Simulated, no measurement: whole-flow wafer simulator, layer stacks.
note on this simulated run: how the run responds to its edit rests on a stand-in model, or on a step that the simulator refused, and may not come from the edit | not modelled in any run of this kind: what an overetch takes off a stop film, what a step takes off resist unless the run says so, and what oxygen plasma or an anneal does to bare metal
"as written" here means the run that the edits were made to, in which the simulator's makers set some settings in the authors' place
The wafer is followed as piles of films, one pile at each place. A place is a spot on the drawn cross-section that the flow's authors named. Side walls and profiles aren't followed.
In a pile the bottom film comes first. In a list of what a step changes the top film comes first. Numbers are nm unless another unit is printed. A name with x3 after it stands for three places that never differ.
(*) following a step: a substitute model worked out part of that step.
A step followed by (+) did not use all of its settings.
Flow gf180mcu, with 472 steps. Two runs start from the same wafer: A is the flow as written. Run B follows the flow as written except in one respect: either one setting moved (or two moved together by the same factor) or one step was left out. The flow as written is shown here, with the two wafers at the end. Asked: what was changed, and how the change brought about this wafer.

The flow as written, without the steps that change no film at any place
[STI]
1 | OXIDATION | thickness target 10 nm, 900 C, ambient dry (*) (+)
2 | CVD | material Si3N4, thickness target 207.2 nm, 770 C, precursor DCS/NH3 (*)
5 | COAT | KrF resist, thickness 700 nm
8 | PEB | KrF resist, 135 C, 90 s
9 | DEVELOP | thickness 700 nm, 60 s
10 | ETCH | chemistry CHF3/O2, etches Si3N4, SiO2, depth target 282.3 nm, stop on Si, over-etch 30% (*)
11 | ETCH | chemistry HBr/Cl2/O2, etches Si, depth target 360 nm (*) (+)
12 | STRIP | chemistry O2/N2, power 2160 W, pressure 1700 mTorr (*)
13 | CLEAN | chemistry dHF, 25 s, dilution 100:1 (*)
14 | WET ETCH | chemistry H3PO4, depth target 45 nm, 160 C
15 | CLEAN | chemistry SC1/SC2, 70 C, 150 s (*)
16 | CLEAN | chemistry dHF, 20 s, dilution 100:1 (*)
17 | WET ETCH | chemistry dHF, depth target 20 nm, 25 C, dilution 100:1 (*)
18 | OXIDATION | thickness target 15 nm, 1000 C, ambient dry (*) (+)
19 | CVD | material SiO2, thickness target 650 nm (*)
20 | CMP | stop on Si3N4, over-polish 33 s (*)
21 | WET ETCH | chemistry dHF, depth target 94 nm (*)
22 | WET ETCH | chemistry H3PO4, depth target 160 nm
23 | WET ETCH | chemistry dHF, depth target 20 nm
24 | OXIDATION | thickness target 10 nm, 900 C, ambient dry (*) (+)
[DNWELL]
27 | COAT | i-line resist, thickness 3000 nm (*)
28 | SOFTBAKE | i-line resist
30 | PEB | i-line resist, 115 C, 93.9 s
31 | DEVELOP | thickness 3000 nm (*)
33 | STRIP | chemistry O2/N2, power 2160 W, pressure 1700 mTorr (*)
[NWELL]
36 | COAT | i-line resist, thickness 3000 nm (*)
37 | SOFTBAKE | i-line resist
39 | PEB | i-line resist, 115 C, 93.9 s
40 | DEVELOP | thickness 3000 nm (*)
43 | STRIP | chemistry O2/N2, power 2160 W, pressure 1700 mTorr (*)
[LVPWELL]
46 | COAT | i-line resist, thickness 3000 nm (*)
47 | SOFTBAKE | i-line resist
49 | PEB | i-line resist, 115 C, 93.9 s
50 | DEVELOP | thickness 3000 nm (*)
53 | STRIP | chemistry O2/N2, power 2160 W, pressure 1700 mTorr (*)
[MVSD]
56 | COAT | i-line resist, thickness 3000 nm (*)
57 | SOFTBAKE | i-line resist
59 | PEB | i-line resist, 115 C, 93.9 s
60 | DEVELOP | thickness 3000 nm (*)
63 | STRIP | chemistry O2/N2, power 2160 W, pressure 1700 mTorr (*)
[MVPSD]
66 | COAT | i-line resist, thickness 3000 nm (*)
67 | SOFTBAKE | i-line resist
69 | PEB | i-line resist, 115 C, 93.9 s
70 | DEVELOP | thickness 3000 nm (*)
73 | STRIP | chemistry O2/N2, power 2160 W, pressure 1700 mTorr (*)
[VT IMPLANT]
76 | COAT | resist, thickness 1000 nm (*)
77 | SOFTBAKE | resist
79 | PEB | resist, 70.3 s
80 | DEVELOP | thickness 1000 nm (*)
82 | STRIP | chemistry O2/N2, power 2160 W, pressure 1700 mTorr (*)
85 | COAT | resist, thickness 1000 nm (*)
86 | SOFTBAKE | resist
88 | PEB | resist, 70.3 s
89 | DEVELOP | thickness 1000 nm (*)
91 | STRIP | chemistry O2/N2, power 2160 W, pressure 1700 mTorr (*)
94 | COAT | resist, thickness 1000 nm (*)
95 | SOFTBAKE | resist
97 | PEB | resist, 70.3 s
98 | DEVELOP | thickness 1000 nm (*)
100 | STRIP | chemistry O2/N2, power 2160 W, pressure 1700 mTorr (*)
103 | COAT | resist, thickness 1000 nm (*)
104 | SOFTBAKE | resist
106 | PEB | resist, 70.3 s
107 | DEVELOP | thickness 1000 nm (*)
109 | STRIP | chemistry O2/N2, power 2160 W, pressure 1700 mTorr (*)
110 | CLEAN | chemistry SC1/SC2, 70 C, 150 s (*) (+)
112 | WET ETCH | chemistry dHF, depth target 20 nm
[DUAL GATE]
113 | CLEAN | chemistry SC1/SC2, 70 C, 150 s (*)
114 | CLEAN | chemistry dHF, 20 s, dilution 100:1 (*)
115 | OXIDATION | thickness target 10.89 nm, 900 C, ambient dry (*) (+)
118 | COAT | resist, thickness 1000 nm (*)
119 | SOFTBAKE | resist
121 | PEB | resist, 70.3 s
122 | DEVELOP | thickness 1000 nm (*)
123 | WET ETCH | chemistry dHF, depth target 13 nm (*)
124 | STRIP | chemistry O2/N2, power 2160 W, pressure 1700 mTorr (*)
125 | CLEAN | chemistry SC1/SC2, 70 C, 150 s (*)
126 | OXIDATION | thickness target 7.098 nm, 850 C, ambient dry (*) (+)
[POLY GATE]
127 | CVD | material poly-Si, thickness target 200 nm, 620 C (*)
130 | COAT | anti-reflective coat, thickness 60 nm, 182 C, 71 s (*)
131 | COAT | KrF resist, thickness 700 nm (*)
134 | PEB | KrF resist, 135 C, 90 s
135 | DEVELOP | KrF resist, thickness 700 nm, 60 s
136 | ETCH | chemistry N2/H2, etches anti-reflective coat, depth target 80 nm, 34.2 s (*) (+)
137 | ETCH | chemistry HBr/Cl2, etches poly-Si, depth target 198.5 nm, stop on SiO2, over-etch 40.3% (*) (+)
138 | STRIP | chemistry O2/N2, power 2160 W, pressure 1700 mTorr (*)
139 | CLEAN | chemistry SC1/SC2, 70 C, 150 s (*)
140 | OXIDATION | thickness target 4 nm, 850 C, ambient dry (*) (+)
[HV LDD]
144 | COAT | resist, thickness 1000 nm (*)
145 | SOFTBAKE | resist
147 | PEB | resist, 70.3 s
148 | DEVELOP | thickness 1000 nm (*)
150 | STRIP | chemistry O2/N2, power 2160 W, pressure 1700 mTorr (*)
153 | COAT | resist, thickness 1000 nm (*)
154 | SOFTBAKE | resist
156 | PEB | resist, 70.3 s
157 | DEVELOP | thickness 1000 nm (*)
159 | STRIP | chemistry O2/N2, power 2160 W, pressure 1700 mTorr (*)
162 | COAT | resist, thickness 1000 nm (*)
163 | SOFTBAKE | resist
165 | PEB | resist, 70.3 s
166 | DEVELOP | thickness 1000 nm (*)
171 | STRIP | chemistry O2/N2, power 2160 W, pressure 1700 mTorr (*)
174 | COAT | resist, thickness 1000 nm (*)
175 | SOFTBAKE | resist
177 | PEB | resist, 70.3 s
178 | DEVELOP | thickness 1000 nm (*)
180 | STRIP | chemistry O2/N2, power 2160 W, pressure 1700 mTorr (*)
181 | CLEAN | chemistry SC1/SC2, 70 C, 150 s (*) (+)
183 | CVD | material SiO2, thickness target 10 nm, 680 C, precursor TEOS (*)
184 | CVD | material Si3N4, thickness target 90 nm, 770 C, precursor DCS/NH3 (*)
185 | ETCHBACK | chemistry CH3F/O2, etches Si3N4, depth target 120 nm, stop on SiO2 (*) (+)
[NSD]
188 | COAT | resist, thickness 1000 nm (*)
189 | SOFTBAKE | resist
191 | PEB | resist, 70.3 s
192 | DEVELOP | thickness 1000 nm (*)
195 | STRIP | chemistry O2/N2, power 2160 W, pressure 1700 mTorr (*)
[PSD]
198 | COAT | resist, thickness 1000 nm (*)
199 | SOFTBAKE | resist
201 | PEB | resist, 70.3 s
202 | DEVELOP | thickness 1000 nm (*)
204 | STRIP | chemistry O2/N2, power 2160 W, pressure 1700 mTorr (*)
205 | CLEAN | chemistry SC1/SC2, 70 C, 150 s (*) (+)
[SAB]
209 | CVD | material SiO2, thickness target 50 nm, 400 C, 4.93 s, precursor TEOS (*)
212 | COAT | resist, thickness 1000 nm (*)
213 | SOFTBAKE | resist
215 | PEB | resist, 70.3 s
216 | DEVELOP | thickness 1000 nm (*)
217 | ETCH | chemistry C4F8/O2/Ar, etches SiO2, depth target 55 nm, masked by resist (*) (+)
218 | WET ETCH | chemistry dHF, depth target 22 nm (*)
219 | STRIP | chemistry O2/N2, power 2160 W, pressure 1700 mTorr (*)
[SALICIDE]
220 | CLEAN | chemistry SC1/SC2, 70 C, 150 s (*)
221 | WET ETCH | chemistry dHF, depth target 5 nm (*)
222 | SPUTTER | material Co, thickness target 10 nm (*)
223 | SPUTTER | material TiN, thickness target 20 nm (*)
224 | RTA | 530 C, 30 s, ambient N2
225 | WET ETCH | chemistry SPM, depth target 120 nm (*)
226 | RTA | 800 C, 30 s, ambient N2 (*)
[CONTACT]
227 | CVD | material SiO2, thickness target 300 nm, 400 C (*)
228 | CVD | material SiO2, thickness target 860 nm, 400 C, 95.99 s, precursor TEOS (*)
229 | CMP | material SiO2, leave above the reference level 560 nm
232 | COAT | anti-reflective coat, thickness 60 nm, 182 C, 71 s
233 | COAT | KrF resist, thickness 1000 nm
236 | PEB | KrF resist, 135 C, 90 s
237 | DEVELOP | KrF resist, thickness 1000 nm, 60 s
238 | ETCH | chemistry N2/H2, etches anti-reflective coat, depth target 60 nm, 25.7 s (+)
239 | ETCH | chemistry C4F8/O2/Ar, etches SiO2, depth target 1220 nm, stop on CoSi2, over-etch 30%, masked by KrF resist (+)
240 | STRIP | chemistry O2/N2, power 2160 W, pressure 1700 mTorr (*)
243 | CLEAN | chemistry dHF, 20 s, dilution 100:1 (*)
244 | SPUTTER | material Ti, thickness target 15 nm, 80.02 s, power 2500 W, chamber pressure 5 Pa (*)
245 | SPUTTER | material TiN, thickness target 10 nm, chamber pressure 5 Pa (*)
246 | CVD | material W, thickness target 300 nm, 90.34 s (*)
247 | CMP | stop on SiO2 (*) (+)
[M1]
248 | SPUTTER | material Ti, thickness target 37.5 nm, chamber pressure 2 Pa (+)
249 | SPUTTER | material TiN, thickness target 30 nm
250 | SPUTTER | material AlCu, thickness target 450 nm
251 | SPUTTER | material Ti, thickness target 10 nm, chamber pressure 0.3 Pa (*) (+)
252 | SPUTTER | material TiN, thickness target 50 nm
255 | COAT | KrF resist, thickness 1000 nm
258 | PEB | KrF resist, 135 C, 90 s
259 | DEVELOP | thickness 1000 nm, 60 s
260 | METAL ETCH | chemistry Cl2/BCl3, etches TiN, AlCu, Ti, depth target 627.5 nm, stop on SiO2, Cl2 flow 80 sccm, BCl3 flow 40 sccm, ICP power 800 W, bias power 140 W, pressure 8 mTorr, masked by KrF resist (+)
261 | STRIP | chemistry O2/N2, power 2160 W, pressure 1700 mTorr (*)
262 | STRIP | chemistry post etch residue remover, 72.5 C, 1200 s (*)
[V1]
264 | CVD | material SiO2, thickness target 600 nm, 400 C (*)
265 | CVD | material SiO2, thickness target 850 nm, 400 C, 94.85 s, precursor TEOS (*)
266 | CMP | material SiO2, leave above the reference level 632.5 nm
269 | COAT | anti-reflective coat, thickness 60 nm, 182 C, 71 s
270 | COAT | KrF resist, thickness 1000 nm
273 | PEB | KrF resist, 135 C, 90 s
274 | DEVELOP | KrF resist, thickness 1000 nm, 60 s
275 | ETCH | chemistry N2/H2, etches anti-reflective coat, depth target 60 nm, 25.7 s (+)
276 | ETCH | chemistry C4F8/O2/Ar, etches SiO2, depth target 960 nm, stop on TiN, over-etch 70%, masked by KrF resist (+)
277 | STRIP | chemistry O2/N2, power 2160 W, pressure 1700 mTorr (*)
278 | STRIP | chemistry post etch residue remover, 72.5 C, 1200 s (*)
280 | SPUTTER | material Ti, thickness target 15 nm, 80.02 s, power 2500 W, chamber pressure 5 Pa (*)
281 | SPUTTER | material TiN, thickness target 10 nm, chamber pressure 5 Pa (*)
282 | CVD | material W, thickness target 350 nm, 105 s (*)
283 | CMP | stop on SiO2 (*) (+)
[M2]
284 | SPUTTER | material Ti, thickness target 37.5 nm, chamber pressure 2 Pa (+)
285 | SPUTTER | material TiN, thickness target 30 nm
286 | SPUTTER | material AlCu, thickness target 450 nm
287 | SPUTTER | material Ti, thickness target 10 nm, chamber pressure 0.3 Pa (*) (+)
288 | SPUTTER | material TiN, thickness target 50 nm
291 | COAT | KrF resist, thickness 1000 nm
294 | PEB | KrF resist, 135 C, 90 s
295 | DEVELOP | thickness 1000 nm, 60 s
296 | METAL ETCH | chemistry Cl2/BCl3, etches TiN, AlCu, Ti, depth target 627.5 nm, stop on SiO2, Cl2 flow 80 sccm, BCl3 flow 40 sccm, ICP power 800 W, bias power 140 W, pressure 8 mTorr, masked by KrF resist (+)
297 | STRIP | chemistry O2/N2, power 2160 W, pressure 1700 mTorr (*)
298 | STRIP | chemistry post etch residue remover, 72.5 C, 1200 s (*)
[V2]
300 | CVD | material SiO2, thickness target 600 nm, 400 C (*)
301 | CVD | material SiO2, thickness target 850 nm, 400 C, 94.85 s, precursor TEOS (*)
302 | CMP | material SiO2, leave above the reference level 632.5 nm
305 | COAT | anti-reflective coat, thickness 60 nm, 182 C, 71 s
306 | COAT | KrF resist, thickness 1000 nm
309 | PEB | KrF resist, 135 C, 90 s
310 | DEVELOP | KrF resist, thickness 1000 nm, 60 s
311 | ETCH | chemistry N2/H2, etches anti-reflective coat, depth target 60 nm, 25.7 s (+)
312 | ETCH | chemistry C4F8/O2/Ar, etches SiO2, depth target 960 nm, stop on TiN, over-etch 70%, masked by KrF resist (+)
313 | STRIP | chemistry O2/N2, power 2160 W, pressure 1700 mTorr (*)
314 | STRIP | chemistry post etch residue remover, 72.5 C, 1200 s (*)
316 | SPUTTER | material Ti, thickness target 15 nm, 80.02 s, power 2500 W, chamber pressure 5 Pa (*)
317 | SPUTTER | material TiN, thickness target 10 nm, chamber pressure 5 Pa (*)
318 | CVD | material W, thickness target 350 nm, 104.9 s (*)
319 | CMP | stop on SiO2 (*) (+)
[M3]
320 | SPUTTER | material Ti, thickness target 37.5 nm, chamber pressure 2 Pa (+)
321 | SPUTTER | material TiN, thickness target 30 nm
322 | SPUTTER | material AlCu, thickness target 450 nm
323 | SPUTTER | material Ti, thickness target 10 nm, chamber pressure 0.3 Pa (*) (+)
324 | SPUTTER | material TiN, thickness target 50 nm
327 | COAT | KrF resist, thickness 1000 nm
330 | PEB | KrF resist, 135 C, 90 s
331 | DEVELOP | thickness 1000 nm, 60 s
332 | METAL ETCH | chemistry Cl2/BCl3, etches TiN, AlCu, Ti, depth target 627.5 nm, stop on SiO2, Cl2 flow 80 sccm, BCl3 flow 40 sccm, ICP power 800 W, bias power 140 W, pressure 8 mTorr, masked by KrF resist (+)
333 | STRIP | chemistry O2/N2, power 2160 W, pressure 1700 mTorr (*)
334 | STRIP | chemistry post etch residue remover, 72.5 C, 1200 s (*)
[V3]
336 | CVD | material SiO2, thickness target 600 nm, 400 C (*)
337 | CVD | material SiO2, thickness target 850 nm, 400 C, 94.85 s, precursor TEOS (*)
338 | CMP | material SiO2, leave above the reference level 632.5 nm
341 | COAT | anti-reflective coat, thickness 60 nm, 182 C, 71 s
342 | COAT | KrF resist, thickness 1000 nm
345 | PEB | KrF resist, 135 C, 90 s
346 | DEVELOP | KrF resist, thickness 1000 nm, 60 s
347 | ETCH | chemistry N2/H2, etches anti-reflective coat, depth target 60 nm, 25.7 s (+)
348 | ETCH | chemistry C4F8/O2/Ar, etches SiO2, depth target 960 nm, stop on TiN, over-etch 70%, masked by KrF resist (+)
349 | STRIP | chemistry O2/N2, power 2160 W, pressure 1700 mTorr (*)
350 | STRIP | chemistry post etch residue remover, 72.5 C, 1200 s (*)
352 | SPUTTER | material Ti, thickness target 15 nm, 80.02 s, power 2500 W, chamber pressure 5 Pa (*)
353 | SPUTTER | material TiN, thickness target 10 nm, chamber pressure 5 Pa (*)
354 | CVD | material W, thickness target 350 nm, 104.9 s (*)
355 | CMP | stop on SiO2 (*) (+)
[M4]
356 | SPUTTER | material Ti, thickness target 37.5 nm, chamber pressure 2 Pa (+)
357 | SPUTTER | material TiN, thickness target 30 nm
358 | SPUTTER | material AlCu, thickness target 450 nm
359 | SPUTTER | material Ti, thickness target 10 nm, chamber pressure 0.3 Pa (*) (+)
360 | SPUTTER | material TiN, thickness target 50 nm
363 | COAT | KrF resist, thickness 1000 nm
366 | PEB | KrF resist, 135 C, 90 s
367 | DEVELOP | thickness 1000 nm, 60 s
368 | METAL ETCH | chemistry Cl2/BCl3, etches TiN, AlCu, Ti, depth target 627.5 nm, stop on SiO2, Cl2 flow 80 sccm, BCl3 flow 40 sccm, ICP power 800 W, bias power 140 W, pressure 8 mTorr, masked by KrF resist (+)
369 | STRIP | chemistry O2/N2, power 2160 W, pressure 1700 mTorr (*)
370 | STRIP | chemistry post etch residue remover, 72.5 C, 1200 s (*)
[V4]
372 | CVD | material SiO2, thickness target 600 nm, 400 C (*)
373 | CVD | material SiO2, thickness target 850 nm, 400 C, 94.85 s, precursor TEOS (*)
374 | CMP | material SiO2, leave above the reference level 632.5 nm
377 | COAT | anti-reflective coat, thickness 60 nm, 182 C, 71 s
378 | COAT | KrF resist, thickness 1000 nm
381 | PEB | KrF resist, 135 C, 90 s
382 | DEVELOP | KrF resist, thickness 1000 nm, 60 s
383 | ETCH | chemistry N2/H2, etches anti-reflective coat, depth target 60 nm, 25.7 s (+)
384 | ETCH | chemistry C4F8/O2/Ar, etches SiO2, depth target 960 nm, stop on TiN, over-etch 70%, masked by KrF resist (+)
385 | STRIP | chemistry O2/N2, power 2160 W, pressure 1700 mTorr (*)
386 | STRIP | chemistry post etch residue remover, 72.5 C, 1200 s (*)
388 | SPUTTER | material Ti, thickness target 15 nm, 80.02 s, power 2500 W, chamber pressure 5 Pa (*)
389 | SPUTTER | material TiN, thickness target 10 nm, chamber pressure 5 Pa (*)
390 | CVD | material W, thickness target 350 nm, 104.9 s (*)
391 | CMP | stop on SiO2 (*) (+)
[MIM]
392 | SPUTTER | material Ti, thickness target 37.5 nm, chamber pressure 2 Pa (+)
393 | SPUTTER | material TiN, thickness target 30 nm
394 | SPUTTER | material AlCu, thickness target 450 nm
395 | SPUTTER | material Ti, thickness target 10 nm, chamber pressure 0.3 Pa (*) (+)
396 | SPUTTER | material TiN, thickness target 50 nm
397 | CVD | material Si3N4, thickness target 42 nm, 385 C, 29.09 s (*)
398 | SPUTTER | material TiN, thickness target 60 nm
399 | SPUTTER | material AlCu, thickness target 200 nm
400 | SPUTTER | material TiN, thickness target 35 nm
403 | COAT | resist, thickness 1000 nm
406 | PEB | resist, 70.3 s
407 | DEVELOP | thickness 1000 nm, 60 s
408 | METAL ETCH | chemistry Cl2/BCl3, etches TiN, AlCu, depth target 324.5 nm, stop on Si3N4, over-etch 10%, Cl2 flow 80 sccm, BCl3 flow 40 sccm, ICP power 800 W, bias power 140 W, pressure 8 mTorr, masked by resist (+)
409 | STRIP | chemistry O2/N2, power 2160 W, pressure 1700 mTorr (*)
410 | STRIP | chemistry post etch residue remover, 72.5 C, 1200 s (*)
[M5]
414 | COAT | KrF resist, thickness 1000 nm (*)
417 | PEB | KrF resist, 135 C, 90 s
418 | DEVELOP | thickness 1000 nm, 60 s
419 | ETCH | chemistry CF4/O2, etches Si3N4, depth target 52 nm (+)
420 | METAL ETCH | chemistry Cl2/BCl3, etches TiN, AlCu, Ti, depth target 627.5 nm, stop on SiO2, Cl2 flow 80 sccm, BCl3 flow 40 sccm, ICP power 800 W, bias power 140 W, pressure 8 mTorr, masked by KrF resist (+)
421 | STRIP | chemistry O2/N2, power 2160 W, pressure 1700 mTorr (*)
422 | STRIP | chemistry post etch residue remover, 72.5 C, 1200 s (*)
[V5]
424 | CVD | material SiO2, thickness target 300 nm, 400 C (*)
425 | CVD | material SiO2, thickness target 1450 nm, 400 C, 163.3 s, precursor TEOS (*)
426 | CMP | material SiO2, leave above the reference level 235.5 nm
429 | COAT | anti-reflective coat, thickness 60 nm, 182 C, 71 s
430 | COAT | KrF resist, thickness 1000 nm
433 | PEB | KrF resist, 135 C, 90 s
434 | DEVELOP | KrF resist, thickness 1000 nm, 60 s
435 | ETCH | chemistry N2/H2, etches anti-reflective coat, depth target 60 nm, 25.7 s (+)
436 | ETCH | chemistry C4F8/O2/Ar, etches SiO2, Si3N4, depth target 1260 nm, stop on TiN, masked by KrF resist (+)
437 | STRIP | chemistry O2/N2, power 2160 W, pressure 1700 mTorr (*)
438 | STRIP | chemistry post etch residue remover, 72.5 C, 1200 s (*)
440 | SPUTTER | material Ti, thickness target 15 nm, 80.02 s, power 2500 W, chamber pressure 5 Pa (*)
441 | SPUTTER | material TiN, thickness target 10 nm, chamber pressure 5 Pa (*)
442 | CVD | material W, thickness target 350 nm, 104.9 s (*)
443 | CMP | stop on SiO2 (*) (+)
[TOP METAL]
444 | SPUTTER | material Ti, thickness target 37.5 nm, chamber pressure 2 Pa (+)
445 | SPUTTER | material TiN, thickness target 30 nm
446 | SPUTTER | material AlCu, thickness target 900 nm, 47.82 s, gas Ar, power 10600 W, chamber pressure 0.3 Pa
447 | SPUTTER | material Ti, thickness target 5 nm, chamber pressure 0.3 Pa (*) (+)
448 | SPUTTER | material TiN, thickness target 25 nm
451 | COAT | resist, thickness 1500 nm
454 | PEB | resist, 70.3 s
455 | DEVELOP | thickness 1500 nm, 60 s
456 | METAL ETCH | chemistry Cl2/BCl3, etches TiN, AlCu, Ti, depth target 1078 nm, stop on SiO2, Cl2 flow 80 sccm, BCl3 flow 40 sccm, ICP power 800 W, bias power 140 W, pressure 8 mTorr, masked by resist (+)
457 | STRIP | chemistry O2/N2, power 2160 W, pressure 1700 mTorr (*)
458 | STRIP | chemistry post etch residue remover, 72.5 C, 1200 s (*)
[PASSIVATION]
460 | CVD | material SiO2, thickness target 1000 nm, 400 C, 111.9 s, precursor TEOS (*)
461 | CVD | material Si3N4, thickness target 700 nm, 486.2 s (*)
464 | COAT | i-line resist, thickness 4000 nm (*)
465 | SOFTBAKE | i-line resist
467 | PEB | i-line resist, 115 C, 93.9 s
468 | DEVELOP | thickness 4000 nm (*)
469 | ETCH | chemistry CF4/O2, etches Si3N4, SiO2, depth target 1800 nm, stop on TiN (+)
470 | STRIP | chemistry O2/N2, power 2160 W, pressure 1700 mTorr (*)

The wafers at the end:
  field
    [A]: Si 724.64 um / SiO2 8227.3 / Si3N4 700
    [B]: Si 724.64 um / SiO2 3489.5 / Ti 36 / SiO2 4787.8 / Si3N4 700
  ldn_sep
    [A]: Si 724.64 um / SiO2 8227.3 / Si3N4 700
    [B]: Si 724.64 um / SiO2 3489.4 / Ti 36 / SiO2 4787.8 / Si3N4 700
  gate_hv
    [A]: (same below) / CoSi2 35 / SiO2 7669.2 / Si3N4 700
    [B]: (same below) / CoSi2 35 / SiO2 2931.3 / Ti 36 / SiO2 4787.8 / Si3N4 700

Cause: step 322, SPUTTER: thickness target 536 nm was run, though the flow has thickness target 450 nm.

How this came from the change, step by step:
  322 | SPUTTER | material AlCu, thickness target 450 nm
      field, field__w1, field__w2 and 108 more: A AlCu gains 450 (new film) | B AlCu gains 536 (new film)
  332 | METAL ETCH | chemistry Cl2/BCl3, etches TiN, AlCu, Ti, depth target 627.5 nm, stop on SiO2, Cl2 flow 80 sccm, BCl3 flow 40 sccm, ICP power 800 W, bias power 140 W, pressure 8 mTorr, masked by KrF resist (+)
      field, field__w1, field__w2 and 103 more: A TiN loses 50 (all of it), Ti loses 10 (all of it), AlCu loses 450 (all of it), TiN loses 30 (all of it), Ti loses 37.5 (all of it) | B TiN loses 50 (all of it), Ti loses 10 (all of it), AlCu loses 536 (all of it), TiN loses 30 (all of it), Ti loses 1.5
  336 | CVD | material SiO2, thickness target 600 nm, 400 C (*)
      field, field__w1, field__w2 and 103 more: A SiO2 gains 600 | B SiO2 gains 600 (new film)
  338 | CMP | material SiO2, leave above the reference level 632.5 nm
      field, field__w1, field__w2 and 103 more: A SiO2 loses 300 | B SiO2 loses 250
Taking metal films that touch as one body, field has 1 body; the flow as written gives 0 bodies.
Taking metal films that touch as one body, ldn_sep has 1 body; the flow as written gives 0 bodies.
Taking metal films that touch as one body, gate_hv has 2 bodies (between them, from the top down: SiO2 2931.3); the flow as written gives 1 body.
